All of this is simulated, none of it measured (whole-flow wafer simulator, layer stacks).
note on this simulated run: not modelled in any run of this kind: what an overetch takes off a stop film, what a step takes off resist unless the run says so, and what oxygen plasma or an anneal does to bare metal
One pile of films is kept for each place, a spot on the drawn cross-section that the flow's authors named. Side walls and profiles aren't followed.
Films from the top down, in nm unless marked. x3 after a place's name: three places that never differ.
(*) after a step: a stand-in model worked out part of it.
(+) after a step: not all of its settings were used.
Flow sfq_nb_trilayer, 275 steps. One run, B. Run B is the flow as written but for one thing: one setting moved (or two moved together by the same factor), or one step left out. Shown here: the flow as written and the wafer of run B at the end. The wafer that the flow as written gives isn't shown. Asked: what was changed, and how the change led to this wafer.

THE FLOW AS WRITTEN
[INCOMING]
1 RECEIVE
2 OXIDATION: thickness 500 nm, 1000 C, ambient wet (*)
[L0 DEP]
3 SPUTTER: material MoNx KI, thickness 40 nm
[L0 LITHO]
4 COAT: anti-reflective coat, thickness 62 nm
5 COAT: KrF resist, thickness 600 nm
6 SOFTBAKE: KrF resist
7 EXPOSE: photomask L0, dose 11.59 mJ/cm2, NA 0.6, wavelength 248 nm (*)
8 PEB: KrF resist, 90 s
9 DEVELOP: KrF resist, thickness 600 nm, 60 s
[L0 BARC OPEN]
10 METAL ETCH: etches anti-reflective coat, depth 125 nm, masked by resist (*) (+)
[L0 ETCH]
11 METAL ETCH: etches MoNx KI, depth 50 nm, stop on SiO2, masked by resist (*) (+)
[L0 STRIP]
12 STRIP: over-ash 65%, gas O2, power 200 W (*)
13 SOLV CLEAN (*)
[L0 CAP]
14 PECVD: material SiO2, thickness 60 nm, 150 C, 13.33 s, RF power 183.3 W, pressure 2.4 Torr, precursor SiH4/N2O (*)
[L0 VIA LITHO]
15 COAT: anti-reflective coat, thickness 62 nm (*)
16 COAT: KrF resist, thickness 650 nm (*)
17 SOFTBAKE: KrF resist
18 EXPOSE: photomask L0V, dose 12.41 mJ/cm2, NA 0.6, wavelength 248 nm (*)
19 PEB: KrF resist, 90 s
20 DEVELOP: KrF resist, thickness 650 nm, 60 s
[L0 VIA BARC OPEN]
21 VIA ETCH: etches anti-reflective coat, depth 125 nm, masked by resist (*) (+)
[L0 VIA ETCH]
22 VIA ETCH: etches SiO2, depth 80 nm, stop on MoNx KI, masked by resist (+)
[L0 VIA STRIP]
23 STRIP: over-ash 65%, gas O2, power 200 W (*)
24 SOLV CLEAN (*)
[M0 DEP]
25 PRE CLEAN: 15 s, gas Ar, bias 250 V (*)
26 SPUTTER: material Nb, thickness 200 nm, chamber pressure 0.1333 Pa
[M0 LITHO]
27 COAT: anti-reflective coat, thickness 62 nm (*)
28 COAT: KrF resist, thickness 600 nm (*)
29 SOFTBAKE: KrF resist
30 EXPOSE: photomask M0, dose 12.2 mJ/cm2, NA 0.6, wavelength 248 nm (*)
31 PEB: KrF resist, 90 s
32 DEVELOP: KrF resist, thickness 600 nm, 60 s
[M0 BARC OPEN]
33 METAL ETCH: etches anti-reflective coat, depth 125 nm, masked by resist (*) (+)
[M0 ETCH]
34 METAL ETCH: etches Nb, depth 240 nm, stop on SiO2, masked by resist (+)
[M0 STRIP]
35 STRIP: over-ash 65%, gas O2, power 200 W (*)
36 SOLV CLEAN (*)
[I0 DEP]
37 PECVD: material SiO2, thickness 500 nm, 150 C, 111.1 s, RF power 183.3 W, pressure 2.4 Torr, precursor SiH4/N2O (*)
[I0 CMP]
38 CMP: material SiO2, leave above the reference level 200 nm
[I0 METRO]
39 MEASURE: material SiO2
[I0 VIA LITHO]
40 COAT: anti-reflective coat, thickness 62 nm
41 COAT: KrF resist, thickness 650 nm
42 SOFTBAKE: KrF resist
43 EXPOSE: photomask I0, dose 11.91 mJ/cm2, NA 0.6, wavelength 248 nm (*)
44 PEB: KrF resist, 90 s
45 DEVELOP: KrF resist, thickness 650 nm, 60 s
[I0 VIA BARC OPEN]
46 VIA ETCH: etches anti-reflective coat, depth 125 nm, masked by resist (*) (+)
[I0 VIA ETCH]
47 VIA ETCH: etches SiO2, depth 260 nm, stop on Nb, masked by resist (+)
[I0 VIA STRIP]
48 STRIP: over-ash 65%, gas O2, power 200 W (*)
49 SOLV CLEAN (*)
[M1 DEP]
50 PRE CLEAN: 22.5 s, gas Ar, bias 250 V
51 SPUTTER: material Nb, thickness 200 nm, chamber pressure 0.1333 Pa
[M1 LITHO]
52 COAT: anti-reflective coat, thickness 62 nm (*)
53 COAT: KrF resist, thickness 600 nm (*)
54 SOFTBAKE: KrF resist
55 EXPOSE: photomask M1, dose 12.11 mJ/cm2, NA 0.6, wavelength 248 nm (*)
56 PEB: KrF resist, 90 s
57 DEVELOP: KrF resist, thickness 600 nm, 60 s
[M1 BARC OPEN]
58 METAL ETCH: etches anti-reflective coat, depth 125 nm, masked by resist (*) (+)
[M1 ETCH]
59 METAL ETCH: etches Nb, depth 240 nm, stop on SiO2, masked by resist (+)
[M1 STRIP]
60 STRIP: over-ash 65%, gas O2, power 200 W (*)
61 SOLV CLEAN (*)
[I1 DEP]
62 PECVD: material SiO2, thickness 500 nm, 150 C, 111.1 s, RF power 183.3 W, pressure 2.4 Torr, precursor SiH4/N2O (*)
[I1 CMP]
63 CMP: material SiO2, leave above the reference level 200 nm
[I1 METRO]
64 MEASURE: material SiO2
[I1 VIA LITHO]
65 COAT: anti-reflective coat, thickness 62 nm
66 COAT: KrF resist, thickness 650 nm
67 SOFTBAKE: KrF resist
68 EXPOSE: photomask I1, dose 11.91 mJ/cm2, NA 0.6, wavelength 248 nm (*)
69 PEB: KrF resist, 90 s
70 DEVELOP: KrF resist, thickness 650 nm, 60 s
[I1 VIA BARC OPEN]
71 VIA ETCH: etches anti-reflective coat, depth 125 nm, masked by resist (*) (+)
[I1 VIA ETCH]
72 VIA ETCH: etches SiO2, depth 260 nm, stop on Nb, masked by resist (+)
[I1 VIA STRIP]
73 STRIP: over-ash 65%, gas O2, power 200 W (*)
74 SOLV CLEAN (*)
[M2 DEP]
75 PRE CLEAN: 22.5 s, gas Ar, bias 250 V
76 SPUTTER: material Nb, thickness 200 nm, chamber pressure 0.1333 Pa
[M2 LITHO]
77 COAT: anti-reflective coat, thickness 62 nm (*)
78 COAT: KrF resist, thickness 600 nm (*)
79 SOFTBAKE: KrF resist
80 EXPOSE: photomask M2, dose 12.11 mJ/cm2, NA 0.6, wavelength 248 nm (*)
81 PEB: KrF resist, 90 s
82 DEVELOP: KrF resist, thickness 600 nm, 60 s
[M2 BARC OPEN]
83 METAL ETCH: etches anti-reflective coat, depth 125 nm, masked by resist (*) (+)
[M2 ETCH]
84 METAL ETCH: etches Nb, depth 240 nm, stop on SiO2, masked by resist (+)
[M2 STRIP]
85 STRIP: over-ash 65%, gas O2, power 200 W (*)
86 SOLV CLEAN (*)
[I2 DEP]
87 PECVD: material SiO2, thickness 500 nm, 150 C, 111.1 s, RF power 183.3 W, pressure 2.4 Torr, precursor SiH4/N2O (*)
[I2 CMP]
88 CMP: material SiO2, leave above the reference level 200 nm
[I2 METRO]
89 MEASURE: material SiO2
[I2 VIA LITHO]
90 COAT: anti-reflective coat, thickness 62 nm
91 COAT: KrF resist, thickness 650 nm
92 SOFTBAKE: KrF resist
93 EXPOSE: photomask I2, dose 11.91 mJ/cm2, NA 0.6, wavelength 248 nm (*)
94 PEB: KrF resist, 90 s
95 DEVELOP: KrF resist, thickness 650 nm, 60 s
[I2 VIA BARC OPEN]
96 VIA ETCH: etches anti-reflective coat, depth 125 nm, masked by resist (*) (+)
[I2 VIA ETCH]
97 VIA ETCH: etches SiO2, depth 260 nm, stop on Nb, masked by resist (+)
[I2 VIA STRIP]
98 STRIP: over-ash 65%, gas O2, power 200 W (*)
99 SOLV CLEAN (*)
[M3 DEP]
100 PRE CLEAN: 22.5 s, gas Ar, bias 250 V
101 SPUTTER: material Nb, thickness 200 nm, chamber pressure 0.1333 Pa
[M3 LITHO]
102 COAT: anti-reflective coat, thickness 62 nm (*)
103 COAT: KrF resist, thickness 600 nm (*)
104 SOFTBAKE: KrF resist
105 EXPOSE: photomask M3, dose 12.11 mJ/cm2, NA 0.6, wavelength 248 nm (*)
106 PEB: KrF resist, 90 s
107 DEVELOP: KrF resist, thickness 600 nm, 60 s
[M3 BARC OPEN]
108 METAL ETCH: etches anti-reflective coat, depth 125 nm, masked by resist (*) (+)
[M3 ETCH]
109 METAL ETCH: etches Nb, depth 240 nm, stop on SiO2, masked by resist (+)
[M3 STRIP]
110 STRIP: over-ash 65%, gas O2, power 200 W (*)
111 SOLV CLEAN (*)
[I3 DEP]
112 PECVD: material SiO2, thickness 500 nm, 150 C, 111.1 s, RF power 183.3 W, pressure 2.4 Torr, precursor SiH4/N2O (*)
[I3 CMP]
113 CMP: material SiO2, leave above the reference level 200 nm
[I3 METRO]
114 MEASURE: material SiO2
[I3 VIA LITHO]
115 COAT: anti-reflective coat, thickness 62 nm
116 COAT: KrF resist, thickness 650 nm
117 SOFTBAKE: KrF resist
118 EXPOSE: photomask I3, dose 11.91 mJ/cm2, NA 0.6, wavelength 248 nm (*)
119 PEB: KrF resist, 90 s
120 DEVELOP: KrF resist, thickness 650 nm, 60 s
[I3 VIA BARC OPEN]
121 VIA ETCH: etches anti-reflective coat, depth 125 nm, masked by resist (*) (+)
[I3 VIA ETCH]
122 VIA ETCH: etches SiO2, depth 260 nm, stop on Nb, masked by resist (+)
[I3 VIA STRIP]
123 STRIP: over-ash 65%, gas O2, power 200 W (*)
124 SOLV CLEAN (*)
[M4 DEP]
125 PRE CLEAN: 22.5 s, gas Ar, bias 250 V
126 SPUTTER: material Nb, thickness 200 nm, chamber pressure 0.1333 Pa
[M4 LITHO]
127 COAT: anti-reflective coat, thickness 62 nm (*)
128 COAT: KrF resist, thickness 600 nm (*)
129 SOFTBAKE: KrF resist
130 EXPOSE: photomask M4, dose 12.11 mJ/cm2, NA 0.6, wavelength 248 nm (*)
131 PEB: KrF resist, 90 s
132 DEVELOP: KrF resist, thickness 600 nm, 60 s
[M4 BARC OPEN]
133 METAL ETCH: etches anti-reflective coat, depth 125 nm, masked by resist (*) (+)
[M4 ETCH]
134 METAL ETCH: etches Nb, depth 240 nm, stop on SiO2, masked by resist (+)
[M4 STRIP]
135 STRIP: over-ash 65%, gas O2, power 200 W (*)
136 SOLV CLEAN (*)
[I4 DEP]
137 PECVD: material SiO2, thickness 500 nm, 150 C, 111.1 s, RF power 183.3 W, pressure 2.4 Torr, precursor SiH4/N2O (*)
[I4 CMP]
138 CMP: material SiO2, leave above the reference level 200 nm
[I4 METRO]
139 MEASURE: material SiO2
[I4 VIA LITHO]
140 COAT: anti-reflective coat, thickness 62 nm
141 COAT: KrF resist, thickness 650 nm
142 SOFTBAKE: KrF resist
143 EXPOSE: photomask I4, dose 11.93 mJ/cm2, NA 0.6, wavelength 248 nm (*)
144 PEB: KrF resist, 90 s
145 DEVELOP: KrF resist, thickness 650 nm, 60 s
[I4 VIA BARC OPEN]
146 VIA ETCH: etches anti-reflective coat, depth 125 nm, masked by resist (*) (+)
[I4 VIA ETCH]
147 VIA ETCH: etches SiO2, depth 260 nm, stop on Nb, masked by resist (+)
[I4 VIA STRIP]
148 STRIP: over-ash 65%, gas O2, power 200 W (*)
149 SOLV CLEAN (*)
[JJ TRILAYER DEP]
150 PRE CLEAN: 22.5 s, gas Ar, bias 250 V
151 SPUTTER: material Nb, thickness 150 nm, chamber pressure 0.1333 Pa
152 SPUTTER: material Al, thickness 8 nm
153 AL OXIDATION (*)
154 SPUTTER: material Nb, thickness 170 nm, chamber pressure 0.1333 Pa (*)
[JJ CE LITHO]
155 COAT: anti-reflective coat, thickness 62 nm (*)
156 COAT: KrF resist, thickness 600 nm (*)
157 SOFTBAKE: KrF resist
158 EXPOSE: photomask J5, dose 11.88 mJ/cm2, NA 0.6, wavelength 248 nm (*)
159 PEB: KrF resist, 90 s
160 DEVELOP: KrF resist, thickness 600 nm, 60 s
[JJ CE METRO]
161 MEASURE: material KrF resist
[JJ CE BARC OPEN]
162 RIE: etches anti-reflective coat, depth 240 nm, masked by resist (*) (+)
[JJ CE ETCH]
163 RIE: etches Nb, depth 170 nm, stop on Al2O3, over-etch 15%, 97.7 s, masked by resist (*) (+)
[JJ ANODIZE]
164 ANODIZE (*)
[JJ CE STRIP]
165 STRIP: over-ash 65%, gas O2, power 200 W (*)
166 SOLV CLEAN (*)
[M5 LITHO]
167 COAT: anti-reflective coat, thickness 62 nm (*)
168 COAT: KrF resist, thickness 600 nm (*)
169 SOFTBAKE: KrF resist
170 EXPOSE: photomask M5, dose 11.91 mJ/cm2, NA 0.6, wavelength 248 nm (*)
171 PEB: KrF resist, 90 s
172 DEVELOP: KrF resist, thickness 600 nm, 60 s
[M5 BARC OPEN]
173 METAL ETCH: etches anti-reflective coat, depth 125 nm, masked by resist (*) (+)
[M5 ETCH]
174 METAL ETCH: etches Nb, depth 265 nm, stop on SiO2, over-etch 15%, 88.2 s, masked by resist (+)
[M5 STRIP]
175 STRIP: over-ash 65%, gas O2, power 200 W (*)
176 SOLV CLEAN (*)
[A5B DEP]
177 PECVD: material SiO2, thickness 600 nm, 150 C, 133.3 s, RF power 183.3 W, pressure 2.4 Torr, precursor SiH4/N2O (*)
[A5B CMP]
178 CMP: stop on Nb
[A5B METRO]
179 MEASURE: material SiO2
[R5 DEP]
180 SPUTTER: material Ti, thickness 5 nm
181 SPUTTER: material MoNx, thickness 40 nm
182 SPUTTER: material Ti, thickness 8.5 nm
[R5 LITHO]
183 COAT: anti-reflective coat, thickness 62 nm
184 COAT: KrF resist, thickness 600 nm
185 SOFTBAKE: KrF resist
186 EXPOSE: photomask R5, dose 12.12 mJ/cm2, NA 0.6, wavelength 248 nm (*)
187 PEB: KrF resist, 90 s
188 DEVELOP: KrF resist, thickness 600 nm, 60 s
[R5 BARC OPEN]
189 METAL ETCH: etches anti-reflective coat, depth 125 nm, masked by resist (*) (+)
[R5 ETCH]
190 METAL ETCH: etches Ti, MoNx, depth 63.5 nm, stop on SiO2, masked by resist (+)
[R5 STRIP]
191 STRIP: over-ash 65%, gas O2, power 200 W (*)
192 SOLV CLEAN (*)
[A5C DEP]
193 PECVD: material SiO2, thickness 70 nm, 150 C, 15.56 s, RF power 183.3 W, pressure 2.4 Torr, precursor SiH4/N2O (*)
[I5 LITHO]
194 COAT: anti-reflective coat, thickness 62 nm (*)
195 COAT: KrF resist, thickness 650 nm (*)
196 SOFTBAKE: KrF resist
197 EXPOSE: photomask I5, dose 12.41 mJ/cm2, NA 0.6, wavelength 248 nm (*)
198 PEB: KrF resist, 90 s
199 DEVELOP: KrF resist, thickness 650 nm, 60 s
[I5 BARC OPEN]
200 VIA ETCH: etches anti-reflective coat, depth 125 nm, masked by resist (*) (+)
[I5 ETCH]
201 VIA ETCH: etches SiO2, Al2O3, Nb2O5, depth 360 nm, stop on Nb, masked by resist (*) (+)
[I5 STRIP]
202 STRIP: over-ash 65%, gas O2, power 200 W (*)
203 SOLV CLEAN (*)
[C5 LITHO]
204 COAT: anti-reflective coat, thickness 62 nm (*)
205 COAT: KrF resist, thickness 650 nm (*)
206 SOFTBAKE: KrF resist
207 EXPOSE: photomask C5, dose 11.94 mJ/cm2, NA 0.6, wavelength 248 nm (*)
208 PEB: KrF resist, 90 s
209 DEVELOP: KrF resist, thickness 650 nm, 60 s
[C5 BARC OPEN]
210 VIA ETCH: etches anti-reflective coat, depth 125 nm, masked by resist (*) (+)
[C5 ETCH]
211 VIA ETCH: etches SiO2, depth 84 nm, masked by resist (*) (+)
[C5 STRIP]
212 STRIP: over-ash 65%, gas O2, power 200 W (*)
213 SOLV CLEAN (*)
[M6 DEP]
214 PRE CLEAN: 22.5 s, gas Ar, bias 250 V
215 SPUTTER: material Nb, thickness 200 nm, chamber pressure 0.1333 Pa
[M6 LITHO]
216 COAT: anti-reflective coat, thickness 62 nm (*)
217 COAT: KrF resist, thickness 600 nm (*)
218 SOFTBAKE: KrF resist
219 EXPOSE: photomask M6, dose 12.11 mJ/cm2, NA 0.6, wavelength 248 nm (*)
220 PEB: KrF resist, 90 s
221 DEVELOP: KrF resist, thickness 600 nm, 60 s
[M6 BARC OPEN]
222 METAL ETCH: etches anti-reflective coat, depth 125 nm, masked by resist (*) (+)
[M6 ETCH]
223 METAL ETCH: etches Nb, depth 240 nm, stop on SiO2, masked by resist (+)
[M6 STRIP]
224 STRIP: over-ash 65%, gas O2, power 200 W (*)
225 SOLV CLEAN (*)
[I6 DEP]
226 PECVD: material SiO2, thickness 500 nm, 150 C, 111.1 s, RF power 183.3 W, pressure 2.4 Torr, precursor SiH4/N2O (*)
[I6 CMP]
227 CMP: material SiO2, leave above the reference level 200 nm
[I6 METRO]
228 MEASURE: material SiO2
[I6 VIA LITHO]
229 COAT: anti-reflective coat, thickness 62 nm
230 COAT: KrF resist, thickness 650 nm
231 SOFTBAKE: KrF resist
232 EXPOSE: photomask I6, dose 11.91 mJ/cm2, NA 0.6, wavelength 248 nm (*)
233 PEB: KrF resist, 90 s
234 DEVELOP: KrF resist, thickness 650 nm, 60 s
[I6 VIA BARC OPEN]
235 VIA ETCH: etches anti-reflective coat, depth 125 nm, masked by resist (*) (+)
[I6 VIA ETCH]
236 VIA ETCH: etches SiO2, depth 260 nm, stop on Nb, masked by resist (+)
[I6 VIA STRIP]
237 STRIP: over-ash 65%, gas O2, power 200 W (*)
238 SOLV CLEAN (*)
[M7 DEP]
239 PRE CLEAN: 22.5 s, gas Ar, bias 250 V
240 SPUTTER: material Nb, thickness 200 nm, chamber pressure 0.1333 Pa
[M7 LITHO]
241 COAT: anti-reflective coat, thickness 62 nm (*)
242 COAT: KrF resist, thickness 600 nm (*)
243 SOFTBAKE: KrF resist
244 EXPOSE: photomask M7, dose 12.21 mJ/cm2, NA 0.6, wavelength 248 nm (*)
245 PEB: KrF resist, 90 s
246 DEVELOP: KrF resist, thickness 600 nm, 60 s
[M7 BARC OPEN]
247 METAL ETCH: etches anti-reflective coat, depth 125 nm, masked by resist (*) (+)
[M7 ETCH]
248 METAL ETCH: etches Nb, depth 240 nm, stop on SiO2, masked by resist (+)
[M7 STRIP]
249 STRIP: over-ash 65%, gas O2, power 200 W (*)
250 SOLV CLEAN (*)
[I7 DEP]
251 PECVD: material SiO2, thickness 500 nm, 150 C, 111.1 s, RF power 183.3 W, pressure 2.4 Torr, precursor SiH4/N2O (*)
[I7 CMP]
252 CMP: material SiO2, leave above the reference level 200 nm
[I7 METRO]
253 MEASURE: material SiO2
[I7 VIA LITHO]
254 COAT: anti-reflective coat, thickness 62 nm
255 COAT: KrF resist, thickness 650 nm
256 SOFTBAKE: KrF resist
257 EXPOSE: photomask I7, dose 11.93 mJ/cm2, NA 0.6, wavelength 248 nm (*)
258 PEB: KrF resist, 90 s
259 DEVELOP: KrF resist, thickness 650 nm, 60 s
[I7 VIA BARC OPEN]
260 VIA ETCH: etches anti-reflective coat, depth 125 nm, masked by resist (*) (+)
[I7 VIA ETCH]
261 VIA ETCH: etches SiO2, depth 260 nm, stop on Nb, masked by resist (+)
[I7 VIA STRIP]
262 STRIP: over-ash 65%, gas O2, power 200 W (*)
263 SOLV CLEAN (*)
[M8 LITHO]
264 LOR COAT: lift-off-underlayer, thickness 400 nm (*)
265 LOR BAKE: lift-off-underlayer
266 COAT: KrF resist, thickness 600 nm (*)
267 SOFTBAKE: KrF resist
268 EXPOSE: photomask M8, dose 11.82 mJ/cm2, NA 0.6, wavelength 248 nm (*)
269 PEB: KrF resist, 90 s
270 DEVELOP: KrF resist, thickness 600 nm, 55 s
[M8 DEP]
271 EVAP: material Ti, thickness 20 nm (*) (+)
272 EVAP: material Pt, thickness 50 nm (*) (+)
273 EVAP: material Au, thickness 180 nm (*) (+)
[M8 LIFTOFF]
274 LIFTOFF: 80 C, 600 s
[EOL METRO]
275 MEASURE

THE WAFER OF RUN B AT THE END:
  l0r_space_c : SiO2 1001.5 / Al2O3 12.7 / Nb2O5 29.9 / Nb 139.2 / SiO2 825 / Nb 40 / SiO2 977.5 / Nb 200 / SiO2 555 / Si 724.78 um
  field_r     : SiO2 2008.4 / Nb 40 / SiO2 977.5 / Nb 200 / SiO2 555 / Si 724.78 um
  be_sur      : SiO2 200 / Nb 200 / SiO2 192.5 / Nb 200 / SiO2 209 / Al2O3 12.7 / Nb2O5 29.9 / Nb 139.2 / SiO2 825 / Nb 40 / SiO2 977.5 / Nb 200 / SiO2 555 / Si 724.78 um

The cause: step 101, SPUTTER: thickness 280 nm was run, where the flow has thickness 200 nm.

How the change led to this, step by step:
  101 SPUTTER: material Nb, thickness 200 nm, chamber pressure 0.1333 Pa
      field_l, v_sur, via_wl and 102 more: Nb +280 (new film) (as written it would be: Nb +200 (new film))
      via_w: Nb +232.8 (as written it would be: Nb +165.5)
  102 COAT: anti-reflective coat, thickness 62 nm (*)
      via_wl: anti-reflective coat +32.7 (new film) (as written it would be: anti-reflective coat +34.2 (new film))
  109 METAL ETCH: etches Nb, depth 240 nm, stop on SiO2, masked by resist (+)
      field_l, be, be_sur and 72 more: Nb -240 (as written it would be: Nb -200 (all of it))
  110 STRIP: over-ash 65%, gas O2, power 200 W (*)
      via_wl: KrF resist -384 (all of it), anti-reflective coat -32.7 (all of it) (as written it would be: KrF resist -384.2 (all of it), anti-reflective coat -34.2 (all of it))
  112 PECVD: material SiO2, thickness 500 nm, 150 C, 111.1 s, RF power 183.3 W, pressure 2.4 Torr, precursor SiH4/N2O (*)
      field_l, be, be_sur and 64 more: SiO2 +500 (new film) (as written it would be: SiO2 +500)
      p4_g1 x2, p3_s0 x6: SiO2 +597.1 (new film) (as written it would be: SiO2 +557.1)
  113 CMP: material SiO2, leave above the reference level 200 nm
      field_l, be, be_sur and 64 more: SiO2 -60 (as written it would be: SiO2 -100)
      via_w: SiO2 -157.1 (as written it would be: SiO2 -181.6)
Counting metal films that touch as one body, l0r_space_c has 3 bodies (between them, from the top down: SiO2 825; SiO2 977.5); the flow as written gives 2 bodies (between them, from the top down: SiO2 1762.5).
Counting metal films that touch as one body, field_r has 2 bodies (between them, from the top down: SiO2 977.5); the flow as written gives 1 body.
Counting metal films that touch as one body, be_sur has 5 bodies (between them, from the top down: SiO2 192.5; SiO2 209 / Al2O3 12.7 / Nb2O5 29.9; SiO2 825; SiO2 977.5); the flow as written gives 4 bodies (between them, from the top down: SiO2 192.5; SiO2 209 / Al2O3 12.7 / Nb2O5 29.9; SiO2 1762.5).
